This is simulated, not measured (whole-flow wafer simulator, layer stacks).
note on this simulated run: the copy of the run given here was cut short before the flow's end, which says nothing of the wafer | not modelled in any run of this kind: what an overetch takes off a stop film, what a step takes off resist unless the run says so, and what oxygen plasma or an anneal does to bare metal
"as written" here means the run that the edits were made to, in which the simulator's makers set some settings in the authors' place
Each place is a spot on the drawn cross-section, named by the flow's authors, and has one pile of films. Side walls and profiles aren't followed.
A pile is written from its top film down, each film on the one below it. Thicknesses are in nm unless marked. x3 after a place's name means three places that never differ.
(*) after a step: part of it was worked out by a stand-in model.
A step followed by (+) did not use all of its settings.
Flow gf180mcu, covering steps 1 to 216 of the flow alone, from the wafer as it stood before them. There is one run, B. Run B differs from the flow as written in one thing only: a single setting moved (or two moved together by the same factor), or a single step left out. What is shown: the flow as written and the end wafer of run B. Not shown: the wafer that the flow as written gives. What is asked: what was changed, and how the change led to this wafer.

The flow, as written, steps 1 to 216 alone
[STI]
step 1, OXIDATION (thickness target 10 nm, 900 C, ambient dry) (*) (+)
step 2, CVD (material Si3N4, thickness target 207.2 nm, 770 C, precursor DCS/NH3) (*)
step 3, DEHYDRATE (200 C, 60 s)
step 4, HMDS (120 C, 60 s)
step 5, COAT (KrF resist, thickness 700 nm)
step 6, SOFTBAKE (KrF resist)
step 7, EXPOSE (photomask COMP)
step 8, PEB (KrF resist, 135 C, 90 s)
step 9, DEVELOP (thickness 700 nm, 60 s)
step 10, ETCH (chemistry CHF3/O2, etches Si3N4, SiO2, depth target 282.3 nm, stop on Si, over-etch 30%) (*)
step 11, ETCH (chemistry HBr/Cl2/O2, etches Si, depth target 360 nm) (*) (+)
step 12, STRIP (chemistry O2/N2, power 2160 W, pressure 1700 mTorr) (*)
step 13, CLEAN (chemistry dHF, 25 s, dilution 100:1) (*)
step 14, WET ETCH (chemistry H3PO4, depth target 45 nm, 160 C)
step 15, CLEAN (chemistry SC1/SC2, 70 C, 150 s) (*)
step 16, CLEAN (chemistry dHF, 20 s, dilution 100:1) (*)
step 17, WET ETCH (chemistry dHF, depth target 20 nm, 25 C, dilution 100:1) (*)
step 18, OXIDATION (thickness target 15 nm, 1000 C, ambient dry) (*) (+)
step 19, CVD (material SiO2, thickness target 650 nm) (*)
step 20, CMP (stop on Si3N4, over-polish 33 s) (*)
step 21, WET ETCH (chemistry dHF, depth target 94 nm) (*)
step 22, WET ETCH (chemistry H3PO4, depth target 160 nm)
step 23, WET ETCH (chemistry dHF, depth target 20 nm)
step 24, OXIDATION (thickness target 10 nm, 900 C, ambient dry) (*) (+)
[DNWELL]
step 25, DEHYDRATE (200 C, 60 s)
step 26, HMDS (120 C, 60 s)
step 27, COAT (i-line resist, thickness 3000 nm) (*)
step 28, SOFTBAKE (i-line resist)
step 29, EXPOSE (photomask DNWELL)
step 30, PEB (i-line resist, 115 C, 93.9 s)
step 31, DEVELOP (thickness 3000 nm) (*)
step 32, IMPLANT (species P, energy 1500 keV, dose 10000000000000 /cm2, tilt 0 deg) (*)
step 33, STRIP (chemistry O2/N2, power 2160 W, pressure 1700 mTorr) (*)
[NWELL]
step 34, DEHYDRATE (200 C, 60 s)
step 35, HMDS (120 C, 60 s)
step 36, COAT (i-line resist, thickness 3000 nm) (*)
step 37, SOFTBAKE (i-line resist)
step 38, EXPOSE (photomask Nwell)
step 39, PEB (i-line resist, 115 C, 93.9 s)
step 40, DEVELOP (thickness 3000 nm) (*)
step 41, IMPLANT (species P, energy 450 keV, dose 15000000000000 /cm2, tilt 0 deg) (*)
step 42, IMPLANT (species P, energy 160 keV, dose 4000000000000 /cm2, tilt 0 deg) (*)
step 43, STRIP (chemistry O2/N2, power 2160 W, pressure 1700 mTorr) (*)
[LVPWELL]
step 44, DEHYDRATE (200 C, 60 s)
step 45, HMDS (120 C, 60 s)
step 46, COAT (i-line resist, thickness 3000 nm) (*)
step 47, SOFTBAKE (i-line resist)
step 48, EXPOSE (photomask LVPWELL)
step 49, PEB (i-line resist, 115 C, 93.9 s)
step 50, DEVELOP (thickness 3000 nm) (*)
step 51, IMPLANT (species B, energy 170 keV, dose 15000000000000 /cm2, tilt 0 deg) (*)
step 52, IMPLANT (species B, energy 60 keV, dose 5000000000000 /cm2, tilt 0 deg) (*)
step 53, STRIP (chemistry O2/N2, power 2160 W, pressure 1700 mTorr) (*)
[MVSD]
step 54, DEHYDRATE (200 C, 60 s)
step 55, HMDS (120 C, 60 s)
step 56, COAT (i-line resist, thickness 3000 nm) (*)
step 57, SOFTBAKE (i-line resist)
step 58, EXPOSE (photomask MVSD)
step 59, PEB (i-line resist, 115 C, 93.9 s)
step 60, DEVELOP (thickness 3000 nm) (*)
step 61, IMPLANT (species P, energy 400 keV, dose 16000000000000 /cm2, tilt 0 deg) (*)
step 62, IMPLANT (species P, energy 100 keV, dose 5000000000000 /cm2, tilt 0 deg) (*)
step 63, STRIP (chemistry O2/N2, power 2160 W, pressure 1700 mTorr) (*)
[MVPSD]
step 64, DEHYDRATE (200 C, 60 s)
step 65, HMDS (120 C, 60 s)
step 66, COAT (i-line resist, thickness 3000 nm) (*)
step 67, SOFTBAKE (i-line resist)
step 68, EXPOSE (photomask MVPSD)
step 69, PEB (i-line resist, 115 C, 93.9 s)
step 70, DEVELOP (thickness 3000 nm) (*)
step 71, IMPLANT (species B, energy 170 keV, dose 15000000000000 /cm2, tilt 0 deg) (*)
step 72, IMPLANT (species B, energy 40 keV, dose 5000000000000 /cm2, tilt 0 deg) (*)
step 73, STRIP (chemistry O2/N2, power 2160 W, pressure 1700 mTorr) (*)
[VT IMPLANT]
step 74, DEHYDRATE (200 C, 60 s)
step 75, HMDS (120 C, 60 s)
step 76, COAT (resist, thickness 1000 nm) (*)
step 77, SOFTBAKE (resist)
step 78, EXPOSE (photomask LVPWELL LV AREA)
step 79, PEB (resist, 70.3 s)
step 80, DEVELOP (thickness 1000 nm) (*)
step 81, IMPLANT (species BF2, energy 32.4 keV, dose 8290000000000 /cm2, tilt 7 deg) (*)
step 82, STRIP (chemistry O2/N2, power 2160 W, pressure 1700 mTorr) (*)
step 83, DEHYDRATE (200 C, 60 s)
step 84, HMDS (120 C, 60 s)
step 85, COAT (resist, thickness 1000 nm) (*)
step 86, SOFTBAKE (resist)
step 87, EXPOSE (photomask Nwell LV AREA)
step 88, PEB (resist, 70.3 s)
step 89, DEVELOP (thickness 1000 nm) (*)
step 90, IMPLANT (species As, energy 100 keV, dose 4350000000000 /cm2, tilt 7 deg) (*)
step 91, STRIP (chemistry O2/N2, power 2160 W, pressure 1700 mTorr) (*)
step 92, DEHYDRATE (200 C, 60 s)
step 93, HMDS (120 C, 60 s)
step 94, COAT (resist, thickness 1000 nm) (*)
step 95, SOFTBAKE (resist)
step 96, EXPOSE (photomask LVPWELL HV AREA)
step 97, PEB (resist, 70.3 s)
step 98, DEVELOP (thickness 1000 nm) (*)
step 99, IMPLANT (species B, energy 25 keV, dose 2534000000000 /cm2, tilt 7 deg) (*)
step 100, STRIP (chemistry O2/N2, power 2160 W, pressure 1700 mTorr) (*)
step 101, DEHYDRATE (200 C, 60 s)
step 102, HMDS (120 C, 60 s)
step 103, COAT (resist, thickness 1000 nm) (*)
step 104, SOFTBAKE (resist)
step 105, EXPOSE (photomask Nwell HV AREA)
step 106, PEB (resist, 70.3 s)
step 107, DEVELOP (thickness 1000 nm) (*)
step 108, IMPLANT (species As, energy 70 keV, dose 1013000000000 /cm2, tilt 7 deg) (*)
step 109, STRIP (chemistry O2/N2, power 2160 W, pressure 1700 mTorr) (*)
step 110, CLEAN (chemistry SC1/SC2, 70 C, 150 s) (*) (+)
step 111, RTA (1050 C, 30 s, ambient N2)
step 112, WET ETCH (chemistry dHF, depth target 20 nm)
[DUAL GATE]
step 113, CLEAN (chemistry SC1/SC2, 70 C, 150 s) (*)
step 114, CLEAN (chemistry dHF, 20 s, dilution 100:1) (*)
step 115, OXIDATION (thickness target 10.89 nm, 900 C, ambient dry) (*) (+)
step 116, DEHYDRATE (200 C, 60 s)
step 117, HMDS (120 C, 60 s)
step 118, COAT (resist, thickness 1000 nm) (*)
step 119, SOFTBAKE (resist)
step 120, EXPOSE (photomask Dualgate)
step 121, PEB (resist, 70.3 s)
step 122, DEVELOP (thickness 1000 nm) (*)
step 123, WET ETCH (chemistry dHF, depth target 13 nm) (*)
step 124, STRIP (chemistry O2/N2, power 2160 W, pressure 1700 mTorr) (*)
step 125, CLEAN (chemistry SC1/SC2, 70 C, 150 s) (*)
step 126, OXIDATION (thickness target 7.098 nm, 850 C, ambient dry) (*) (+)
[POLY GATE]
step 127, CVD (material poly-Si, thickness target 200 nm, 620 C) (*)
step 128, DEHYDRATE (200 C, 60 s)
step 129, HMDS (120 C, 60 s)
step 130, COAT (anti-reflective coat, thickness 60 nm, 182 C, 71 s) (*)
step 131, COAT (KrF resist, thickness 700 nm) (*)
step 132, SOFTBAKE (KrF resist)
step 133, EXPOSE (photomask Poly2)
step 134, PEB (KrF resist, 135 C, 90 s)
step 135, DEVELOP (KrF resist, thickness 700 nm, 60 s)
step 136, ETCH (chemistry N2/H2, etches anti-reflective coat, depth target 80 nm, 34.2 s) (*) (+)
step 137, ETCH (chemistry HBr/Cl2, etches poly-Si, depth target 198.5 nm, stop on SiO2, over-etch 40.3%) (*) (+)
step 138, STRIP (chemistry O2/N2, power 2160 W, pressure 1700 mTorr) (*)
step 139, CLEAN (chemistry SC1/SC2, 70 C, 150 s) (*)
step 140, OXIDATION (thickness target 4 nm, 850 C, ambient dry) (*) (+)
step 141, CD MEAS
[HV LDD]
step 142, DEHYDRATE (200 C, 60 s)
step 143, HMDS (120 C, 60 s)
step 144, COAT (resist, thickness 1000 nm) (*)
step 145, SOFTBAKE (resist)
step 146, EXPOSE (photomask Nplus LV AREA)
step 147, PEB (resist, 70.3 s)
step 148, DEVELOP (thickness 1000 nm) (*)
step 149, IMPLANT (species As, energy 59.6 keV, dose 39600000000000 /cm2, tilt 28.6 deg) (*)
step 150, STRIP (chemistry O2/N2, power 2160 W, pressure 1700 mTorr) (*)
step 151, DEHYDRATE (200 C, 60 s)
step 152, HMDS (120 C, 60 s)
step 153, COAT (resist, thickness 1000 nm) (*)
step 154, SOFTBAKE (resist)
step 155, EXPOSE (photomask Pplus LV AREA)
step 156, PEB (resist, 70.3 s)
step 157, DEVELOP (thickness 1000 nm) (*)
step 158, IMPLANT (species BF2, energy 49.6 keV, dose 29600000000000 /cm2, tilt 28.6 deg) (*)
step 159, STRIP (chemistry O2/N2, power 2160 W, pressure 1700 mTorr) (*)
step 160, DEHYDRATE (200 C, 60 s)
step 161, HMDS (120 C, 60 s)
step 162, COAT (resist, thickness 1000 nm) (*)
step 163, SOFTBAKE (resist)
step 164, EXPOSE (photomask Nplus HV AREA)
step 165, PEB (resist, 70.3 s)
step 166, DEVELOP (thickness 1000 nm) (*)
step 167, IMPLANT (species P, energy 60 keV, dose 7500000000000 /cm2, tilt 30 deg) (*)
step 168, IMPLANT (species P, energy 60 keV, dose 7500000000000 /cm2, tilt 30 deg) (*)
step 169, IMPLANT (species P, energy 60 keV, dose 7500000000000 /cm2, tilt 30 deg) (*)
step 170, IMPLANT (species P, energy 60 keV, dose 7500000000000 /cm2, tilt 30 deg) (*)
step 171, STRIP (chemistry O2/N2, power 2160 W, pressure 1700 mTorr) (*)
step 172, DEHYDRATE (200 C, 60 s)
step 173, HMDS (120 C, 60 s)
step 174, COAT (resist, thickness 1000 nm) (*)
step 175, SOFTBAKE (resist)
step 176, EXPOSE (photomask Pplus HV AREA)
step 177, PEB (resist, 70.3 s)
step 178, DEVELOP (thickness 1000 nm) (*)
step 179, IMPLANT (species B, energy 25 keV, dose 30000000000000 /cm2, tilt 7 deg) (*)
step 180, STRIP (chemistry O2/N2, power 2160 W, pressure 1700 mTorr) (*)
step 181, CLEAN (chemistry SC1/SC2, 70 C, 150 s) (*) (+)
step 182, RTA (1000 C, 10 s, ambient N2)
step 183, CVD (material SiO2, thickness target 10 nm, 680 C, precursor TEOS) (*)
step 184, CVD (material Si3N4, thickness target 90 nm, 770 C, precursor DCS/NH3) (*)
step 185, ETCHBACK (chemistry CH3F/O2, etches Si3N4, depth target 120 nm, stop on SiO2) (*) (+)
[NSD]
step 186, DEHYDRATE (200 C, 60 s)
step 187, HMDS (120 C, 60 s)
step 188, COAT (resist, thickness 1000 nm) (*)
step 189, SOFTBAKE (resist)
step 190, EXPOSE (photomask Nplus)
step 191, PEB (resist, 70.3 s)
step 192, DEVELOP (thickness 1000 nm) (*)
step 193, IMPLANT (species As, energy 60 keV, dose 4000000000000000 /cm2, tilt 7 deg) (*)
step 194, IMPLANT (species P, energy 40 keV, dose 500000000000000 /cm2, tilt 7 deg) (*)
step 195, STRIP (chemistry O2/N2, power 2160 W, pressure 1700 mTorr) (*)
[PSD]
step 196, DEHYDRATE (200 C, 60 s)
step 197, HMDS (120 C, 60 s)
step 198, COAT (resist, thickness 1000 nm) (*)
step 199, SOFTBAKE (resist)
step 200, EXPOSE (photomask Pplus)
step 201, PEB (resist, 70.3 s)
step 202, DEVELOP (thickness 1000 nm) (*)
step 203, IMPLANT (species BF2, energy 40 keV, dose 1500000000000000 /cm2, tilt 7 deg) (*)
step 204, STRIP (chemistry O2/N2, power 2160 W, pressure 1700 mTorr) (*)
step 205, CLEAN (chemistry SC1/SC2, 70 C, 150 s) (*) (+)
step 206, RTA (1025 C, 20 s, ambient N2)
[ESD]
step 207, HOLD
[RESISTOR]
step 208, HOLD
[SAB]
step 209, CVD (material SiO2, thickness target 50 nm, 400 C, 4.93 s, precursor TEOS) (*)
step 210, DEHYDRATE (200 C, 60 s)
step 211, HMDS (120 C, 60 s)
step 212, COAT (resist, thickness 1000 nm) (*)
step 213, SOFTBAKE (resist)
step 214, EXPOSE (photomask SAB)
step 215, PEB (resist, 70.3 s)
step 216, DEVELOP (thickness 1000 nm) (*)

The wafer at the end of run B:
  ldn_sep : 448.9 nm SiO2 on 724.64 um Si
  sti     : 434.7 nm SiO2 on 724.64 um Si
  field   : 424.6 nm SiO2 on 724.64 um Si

The reason: step 23, WET ETCH: depth target 11.4 nm was run, whereas the flow has depth target 20 nm.

How this came from the change, step by step:
  step 23, WET ETCH (chemistry dHF, depth target 20 nm)
      field, field_sub, sti and 34 more: -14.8 SiO2 (it would be, as written: -26 SiO2)
  step 28, SOFTBAKE (i-line resist)
      field: +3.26 i-line resist (it would be, as written: +2.45 i-line resist)
      field_sub: +2.49 i-line resist (it would be, as written: +1.87 i-line resist)
      (as well as at 34 more places)
  step 37, SOFTBAKE (i-line resist)
      field: +3.26 i-line resist (it would be, as written: +2.45 i-line resist)
      field_sub: +2.49 i-line resist (it would be, as written: +1.87 i-line resist)
      (as well as at 34 more places)
  step 47, SOFTBAKE (i-line resist)
      field: +3.26 i-line resist (it would be, as written: +2.45 i-line resist)
      field_sub: +2.49 i-line resist (it would be, as written: +1.87 i-line resist)
      (as well as at 34 more places)
  step 57, SOFTBAKE (i-line resist)
      field: +3.26 i-line resist (it would be, as written: +2.45 i-line resist)
      field_sub: +2.49 i-line resist (it would be, as written: +1.87 i-line resist)
      (as well as at 34 more places)
  step 67, SOFTBAKE (i-line resist)
      field: +3.26 i-line resist (it would be, as written: +2.45 i-line resist)
      field_sub: +2.49 i-line resist (it would be, as written: +1.87 i-line resist)
      (as well as at 34 more places)
  step 77, SOFTBAKE (resist)
      gate_p_hv: +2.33 resist (it would be, as written: +1.75 resist)
      iso_ptap_sub: +2.42 resist (it would be, as written: +1.9 resist)
  step 86, SOFTBAKE (resist)
      gate_p_hv: +2.33 resist (it would be, as written: +1.75 resist)
      iso_ptap_sub: +2.42 resist (it would be, as written: +1.9 resist)
  step 95, SOFTBAKE (resist)
      gate_p_hv: +2.33 resist (it would be, as written: +1.75 resist)
      iso_ptap_sub: +2.42 resist (it would be, as written: +1.9 resist)
  step 104, SOFTBAKE (resist)
      gate_p_hv: +2.33 resist (it would be, as written: +1.75 resist)
      iso_ptap_sub: +2.42 resist (it would be, as written: +1.9 resist)
  step 119, SOFTBAKE (resist)
      field_sub: -1.24 resist (it would be, as written: -0.73 resist)
      gate_p_hv: +1.4 resist (it would be, as written: +0.83 resist)
      (as well as at 1 more place)
  step 130, COAT (anti-reflective coat, thickness 60 nm, 182 C, 71 s) (*)
      p_well, spacer, sd_n: +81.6 anti-reflective coat (new film) (it would be, as written: +70.9 anti-reflective coat (new film))
      field: +57.9 anti-reflective coat (new film) (it would be, as written: +61.5 anti-reflective coat (new film))
      (as well as at 70 more places)
  step 136, ETCH (chemistry N2/H2, etches anti-reflective coat, depth target 80 nm, 34.2 s) (*) (+)
      p_well, spacer, sd_n: -81.6 anti-reflective coat (all of it), -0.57 poly-Si (it would be, as written: -70.9 anti-reflective coat (all of it), -0.85 poly-Si)
      field: -57.9 anti-reflective coat (all of it), -1.18 poly-Si (it would be, as written: -61.5 anti-reflective coat (all of it), -1.09 poly-Si)
      (as well as at 49 more places)
  step 138, STRIP (chemistry O2/N2, power 2160 W, pressure 1700 mTorr) (*)
      gate: +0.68 chemical SiO2 (new film), -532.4 KrF resist (all of it), -70.3 anti-reflective coat (all of it), -0.3 poly-Si (it would be, as written: +0.68 chemical SiO2 (new film), -531.7 KrF resist (all of it), -65.5 anti-reflective coat (all of it), -0.3 poly-Si)
      gate_hv: +0.68 chemical SiO2 (new film), -530.7 KrF resist (all of it), -62.8 anti-reflective coat (all of it), -0.3 poly-Si (it would be, as written: +0.68 chemical SiO2 (new film), -528.4 KrF resist (all of it), -61 anti-reflective coat (all of it), -0.3 poly-Si)
      (as well as at 19 more places)
  step 145, SOFTBAKE (resist)
      gate_p_hv: -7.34 resist (it would be, as written: -7.98 resist)
      iso_ptap_sub: +1.19 resist (it would be, as written: +0.67 resist)
      (as well as at 2 more places)
  step 154, SOFTBAKE (resist)
      gate_p_hv: -7.34 resist (it would be, as written: -7.98 resist)
      iso_ptap_sub: +1.19 resist (it would be, as written: +0.67 resist)
      (as well as at 2 more places)
  ... another 5 steps ...
  step 213, SOFTBAKE (resist)
      gate_p_hv: -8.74 resist (it would be, as written: -9.34 resist)
      iso_ptap_sub: +1.18 resist (it would be, as written: +0.66 resist)
      (as well as at 3 more places)
